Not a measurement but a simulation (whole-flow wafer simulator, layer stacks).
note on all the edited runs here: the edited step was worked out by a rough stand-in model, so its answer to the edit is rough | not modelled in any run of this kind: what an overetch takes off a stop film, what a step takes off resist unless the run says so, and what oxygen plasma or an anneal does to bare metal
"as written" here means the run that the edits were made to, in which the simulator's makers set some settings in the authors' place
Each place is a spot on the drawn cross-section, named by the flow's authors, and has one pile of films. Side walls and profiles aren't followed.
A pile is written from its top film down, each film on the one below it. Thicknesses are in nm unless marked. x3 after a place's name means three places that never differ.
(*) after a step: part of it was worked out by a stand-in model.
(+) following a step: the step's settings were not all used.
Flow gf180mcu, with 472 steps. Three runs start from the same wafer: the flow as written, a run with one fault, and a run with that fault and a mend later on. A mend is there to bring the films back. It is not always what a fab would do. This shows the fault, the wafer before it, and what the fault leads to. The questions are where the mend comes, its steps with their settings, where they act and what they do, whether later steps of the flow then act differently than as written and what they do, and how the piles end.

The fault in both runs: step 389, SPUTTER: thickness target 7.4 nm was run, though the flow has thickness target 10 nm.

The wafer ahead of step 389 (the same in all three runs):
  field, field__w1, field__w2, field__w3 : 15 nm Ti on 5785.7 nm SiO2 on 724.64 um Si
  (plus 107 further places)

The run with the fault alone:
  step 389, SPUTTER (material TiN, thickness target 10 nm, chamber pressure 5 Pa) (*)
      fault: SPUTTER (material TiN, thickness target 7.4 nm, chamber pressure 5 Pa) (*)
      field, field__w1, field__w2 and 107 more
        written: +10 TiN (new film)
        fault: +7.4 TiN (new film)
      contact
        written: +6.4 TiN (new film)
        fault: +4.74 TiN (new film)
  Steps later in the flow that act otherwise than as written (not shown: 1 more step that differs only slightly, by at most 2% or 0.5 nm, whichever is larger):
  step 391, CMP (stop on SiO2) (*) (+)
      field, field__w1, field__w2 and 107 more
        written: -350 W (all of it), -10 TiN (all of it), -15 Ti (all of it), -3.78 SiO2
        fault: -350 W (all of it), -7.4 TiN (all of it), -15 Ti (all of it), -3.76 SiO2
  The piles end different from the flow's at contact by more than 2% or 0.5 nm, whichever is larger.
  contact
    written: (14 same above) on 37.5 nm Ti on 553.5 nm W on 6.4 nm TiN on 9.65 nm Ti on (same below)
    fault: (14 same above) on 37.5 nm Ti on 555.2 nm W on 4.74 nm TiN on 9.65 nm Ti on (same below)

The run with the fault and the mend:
  After step 389 comes the mend.
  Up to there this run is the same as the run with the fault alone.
  step 389a, SPUTTER (material TiN, thickness target 2.6 nm, chamber pressure 5 Pa) (*) (a further turn of the flow's step 389, with different settings)
      field, field__w1, field__w2 and 107 more
        +2.6 TiN
      contact
        +1.66 TiN
  Every later step of the flow that is run acts as written at every place that is followed.
  At every place that both follow, the piles at the end match the flow's.
